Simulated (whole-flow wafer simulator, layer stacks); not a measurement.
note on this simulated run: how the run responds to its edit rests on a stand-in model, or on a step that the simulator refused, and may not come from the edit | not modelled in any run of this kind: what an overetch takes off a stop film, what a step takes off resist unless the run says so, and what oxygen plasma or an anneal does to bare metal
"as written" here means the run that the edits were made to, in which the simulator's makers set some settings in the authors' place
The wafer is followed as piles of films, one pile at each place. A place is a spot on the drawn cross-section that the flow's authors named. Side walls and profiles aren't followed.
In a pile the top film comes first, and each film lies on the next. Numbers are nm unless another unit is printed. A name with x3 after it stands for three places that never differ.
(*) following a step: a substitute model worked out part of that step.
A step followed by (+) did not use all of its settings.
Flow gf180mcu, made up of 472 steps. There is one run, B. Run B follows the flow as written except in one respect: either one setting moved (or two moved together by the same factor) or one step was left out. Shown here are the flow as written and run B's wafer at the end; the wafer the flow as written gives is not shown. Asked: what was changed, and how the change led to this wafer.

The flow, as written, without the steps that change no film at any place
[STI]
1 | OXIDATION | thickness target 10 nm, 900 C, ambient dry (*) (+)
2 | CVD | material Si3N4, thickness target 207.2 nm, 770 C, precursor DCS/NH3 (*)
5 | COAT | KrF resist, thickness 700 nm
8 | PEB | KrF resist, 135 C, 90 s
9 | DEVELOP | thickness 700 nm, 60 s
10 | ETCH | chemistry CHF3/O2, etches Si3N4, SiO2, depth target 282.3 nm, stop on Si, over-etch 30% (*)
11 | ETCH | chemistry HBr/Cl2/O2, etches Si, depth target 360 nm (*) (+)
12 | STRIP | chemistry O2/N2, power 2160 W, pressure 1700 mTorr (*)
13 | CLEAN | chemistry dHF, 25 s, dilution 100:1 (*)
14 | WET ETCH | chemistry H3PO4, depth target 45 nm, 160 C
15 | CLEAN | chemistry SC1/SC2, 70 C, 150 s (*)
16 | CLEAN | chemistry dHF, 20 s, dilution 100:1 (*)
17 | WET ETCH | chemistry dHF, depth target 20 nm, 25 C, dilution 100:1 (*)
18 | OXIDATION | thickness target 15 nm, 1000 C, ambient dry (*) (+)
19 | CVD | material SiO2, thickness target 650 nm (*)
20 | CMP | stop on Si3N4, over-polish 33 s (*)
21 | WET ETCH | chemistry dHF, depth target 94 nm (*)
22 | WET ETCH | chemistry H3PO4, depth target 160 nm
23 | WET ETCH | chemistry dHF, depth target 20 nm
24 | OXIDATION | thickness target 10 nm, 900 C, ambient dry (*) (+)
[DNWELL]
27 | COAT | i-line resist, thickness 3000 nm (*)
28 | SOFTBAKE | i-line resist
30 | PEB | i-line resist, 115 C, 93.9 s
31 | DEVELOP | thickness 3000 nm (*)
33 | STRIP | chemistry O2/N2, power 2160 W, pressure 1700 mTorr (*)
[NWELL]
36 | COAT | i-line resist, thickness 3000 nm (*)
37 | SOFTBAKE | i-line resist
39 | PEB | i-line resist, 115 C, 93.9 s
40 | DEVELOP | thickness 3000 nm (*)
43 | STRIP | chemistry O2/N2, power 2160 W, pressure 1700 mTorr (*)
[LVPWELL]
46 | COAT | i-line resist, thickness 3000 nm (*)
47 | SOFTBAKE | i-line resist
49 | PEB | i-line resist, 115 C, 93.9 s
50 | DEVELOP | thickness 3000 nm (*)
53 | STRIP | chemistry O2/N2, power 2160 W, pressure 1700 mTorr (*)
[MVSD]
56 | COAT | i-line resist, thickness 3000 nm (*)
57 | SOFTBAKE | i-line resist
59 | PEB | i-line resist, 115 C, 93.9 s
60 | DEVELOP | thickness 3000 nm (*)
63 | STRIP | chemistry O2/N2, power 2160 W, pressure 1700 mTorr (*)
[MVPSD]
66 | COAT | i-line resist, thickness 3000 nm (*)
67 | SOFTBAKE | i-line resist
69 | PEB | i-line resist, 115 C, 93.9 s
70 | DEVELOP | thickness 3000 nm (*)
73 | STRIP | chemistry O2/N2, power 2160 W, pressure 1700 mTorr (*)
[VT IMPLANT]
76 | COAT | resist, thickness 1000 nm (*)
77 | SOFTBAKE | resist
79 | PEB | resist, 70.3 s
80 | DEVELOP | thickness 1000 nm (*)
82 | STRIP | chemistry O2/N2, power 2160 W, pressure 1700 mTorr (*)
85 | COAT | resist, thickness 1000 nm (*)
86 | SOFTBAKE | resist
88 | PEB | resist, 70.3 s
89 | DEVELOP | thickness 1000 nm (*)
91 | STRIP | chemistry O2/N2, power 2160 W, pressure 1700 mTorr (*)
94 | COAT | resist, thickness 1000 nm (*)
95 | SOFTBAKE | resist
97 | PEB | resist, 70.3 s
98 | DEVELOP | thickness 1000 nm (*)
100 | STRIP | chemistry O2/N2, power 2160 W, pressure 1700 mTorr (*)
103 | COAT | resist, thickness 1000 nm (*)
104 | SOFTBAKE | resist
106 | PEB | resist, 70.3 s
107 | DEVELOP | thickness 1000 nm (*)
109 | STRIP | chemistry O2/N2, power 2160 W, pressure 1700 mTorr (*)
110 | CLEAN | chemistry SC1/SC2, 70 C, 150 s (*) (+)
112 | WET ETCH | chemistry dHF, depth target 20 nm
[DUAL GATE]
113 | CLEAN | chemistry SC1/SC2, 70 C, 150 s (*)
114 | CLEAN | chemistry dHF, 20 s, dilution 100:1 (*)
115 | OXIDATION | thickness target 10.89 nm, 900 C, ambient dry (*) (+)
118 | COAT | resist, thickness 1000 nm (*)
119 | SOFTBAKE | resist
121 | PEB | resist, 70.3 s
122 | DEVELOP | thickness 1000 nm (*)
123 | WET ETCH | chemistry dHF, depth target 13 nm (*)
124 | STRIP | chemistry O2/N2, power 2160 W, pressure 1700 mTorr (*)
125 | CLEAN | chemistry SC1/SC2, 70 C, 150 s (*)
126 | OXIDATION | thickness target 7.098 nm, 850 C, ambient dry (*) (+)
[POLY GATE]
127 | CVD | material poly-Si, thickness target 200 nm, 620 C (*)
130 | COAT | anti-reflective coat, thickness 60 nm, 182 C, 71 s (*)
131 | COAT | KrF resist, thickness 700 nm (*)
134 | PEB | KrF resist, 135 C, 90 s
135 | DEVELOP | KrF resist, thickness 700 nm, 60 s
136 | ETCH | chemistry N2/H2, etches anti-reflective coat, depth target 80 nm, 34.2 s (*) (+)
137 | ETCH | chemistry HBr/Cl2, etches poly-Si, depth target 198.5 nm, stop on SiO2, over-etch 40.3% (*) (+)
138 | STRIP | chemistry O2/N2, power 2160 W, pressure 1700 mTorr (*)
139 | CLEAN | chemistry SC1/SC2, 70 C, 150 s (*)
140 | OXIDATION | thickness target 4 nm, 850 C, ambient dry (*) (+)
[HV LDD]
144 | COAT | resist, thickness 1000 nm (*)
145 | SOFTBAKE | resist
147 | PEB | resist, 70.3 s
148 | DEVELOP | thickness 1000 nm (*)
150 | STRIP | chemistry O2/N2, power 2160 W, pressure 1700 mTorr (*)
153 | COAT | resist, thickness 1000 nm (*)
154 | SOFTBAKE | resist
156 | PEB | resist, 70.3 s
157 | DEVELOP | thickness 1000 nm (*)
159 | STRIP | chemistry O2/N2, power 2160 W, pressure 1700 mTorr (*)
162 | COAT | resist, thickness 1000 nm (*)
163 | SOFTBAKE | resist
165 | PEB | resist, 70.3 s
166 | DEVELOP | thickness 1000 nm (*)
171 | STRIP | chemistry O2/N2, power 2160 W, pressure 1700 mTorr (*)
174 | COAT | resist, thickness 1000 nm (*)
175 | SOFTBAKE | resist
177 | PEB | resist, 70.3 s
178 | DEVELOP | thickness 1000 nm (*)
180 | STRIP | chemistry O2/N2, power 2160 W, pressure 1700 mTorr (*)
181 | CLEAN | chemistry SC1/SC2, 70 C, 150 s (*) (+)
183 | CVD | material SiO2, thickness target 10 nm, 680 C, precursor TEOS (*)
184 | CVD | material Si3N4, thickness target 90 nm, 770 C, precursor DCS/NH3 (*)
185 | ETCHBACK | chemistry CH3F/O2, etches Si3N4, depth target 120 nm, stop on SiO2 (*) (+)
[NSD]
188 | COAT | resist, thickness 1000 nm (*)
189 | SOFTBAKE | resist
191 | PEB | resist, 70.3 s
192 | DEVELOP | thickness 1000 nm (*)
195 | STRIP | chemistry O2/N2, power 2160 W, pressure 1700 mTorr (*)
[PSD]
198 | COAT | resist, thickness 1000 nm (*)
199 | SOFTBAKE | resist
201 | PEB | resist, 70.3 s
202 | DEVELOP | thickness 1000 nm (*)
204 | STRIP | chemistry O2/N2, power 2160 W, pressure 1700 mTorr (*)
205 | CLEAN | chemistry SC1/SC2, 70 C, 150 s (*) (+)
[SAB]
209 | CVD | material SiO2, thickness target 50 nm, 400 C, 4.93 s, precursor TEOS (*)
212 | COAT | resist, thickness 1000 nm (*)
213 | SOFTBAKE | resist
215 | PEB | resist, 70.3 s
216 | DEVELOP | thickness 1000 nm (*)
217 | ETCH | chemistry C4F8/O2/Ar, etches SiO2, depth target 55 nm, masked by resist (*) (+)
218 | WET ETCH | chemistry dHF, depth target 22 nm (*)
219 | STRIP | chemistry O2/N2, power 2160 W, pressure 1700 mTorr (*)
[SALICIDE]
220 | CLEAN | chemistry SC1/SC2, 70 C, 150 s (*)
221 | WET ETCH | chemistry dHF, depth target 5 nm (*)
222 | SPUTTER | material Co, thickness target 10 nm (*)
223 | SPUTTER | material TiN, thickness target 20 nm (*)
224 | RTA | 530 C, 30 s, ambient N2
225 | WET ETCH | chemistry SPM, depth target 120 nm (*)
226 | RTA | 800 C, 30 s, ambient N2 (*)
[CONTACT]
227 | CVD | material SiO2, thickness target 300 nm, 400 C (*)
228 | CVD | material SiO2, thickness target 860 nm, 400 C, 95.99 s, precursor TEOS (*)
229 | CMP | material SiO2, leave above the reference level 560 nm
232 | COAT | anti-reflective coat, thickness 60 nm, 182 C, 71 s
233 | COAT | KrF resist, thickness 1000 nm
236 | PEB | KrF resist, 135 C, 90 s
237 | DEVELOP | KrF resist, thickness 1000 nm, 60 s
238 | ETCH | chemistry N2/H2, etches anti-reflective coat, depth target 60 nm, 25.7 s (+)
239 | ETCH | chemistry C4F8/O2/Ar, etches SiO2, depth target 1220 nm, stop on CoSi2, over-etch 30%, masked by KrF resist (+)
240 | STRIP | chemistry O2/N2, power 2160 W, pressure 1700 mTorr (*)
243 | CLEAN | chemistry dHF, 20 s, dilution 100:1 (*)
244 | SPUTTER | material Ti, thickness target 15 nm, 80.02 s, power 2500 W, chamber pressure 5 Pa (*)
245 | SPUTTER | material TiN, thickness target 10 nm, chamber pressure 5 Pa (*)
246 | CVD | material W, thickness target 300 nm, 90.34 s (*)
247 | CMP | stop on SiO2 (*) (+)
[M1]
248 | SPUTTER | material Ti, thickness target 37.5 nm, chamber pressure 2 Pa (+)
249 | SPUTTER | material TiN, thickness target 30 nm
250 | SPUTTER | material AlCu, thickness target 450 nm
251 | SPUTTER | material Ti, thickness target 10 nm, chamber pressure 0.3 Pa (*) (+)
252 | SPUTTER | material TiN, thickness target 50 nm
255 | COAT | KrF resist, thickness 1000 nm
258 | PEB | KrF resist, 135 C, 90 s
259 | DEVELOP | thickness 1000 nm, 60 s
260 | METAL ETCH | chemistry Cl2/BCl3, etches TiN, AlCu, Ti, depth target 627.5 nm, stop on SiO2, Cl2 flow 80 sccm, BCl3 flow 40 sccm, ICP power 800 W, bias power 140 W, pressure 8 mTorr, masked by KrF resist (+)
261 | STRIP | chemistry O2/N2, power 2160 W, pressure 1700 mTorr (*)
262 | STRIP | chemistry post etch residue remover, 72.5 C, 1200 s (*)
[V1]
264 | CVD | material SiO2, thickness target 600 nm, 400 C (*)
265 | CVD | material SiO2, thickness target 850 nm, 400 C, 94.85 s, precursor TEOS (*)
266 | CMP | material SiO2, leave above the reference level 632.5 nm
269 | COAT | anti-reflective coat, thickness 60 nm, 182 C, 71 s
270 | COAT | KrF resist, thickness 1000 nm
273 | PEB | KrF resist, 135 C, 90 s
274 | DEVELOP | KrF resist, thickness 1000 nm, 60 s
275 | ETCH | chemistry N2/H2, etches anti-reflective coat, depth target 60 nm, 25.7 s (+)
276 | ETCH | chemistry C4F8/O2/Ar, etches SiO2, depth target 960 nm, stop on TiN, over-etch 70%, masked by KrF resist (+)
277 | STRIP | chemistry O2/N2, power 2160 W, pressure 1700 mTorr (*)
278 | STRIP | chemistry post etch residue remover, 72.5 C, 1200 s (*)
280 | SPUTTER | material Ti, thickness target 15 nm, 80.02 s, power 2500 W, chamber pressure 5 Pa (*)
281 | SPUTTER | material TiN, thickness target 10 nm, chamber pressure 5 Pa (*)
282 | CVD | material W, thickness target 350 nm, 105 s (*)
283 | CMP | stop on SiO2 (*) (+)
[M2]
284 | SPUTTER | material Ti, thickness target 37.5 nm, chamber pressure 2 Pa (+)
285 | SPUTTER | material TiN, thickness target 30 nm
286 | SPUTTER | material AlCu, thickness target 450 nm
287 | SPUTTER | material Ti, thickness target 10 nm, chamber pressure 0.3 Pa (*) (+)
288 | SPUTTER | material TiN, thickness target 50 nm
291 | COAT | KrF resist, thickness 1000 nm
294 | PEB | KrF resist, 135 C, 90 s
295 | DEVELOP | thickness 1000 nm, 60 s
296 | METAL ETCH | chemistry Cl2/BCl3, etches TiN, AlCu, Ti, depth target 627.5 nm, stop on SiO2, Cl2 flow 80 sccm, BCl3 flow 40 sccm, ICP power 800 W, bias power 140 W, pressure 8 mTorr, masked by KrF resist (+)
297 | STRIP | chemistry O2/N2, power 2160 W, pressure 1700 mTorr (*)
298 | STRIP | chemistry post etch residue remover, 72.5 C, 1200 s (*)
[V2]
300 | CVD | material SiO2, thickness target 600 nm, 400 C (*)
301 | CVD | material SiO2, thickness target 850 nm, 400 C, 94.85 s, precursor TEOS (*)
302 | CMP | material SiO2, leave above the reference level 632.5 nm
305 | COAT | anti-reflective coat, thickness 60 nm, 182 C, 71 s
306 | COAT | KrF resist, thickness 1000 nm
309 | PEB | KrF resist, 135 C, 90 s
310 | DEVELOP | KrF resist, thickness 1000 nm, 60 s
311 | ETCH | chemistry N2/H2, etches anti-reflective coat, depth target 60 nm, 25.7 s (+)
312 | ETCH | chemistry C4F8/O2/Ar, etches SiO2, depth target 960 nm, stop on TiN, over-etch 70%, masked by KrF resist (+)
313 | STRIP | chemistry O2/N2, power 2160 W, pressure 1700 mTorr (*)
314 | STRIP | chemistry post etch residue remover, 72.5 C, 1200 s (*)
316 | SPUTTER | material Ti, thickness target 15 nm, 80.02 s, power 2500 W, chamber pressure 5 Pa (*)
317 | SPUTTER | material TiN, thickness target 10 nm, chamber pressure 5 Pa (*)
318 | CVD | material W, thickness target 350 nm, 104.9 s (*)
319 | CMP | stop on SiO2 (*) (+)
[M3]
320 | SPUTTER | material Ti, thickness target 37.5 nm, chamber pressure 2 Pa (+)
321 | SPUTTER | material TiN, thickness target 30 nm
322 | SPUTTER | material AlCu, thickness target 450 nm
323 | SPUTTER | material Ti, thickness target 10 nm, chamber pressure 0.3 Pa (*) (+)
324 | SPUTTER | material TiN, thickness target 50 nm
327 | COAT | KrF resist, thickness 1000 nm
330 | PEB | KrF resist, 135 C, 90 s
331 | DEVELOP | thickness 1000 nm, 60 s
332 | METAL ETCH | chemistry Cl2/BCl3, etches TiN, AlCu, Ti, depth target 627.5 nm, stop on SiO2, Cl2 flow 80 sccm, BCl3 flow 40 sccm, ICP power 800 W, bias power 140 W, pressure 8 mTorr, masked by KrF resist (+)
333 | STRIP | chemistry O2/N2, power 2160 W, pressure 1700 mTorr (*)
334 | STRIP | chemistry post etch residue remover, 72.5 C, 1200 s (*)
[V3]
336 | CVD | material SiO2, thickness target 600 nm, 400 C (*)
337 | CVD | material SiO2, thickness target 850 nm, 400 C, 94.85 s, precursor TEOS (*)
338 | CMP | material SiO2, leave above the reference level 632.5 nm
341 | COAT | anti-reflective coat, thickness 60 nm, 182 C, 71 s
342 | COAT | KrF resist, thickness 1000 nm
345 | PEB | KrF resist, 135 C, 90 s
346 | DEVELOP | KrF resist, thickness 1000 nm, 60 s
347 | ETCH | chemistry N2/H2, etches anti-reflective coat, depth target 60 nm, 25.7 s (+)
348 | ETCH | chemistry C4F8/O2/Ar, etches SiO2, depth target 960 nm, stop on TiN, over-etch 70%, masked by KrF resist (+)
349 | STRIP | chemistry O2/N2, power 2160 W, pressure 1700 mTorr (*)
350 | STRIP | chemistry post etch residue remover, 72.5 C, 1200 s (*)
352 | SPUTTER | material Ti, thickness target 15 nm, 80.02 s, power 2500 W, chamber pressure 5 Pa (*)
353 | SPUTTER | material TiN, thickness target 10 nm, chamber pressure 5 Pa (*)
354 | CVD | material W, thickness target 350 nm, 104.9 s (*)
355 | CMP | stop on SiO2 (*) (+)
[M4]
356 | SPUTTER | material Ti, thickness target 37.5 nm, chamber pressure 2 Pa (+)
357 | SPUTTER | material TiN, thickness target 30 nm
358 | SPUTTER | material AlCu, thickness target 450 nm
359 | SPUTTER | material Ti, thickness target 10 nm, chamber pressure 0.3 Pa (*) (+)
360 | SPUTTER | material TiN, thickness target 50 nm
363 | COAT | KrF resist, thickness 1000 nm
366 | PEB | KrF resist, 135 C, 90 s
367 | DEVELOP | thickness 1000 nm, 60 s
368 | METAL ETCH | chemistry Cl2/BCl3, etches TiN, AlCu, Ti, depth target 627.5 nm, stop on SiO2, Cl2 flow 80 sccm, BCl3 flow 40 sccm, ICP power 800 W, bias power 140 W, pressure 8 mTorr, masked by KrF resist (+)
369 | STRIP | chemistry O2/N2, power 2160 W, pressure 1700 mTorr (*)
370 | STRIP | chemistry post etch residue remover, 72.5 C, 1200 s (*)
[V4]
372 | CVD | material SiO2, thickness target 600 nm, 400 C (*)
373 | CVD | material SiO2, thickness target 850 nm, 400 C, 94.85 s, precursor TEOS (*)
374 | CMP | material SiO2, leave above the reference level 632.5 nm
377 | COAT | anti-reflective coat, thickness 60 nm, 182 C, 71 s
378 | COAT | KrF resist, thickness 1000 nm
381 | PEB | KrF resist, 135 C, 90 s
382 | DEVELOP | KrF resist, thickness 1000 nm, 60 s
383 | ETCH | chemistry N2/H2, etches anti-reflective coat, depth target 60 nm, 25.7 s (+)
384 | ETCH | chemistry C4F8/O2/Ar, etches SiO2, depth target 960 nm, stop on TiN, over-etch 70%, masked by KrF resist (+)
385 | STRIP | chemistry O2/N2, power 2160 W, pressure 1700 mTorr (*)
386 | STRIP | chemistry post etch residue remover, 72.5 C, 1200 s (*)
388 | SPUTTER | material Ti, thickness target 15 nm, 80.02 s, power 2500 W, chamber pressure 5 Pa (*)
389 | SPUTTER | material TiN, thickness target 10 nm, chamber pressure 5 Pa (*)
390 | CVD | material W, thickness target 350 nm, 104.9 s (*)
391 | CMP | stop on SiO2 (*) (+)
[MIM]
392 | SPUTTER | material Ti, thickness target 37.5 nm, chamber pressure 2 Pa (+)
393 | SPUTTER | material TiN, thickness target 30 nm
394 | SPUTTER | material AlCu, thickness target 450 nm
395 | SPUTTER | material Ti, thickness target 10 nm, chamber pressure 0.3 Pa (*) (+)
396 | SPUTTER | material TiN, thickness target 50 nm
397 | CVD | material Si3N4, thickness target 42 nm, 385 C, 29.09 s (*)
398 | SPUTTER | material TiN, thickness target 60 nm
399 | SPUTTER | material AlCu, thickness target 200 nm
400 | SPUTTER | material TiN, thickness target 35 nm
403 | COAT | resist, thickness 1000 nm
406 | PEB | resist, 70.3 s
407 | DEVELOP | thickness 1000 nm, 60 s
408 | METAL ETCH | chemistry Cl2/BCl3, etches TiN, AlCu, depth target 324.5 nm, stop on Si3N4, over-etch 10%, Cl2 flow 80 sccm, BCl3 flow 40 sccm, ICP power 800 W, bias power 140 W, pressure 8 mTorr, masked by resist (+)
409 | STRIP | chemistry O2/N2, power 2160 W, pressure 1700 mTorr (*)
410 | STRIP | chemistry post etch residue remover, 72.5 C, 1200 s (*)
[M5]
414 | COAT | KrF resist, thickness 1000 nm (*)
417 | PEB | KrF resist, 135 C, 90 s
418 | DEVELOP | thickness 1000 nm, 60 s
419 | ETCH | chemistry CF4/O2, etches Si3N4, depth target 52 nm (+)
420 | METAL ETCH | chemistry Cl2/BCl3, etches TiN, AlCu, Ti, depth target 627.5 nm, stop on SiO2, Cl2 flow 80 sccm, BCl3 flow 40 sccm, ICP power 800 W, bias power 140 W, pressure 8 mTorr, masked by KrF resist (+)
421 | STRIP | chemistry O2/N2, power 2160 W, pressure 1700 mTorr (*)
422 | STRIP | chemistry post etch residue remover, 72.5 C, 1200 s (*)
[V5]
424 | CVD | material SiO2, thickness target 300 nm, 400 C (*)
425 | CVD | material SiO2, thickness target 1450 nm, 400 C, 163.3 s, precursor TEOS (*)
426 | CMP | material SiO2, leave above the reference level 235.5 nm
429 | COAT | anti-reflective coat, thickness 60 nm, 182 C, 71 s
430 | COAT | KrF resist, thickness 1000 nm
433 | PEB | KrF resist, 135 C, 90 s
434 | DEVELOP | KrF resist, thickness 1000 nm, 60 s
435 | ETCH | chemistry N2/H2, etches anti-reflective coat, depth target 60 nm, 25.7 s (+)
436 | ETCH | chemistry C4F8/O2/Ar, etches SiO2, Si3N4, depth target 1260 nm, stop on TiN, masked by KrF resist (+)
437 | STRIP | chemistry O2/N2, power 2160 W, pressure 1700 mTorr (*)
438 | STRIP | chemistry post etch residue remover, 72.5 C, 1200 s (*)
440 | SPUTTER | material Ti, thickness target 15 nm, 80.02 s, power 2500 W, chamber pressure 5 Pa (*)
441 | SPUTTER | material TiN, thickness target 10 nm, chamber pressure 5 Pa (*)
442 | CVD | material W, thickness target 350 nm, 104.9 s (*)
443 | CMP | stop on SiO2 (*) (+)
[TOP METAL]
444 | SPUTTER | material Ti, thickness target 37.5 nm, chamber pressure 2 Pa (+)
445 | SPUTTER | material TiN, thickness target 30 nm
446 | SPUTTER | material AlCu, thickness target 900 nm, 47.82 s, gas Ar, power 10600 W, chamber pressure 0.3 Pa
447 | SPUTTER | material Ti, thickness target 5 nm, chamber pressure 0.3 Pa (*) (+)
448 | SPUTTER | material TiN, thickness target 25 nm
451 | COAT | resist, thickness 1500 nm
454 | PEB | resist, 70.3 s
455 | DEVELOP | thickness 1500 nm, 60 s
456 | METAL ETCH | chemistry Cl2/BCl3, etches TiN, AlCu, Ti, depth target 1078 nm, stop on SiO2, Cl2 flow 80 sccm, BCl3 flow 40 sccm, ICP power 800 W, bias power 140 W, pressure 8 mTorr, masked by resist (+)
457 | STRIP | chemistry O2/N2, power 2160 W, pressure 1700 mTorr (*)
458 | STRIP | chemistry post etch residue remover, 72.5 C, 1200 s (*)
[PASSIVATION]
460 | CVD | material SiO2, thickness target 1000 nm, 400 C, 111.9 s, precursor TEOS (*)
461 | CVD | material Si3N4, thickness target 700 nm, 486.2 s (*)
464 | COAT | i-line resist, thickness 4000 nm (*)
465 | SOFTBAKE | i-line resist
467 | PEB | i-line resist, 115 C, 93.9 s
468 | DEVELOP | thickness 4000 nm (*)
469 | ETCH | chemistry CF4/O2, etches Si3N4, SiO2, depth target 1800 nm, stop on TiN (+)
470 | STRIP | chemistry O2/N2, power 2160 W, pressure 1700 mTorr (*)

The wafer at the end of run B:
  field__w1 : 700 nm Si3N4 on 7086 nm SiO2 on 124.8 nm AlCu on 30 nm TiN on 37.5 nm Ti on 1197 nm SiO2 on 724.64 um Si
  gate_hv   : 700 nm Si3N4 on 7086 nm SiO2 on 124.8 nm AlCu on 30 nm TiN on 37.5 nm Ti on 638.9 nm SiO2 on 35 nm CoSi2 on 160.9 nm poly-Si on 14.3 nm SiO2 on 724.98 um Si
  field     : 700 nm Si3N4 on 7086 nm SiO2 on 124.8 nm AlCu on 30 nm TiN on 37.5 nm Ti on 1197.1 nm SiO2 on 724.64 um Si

Cause: step 250, SPUTTER: thickness target 698 nm was run, though the flow has thickness target 450 nm.

The path from the change to this, step by step:
  250 | SPUTTER | material AlCu, thickness target 450 nm
      field, field__w1, field__w2 and 108 more: +698 AlCu (new film) (it would be, as written: +450 AlCu (new film))
  260 | METAL ETCH | chemistry Cl2/BCl3, etches TiN, AlCu, Ti, depth target 627.5 nm, stop on SiO2, Cl2 flow 80 sccm, BCl3 flow 40 sccm, ICP power 800 W, bias power 140 W, pressure 8 mTorr, masked by KrF resist (+)
      field, field__w1, field__w2 and 99 more: -50 TiN (all of it), -10 Ti (all of it), -567.5 AlCu (it would be, as written: -50 TiN (all of it), -10 Ti (all of it), -450 AlCu (all of it), -30 TiN (all of it), -37.5 Ti (all of it))
  262 | STRIP | chemistry post etch residue remover, 72.5 C, 1200 s (*)
      field, field__w1, field__w2 and 99 more: -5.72 AlCu (it would be, as written: nothing)
  264 | CVD | material SiO2, thickness target 600 nm, 400 C (*)
      field, field__w1, field__w2 and 99 more: +600 SiO2 (new film) (it would be, as written: +600 SiO2)
  266 | CMP | material SiO2, leave above the reference level 632.5 nm
      field, field__w1, field__w2 and 99 more: -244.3 SiO2 (it would be, as written: -300 SiO2)
If metal films that touch count as one body, field__w1 has 1 body; the flow as written gives 0 bodies.
If metal films that touch count as one body, gate_hv has 2 bodies (between them, from the top down: SiO2 638.9); the flow as written gives 1 body.
If metal films that touch count as one body, field has 1 body; the flow as written gives 0 bodies.
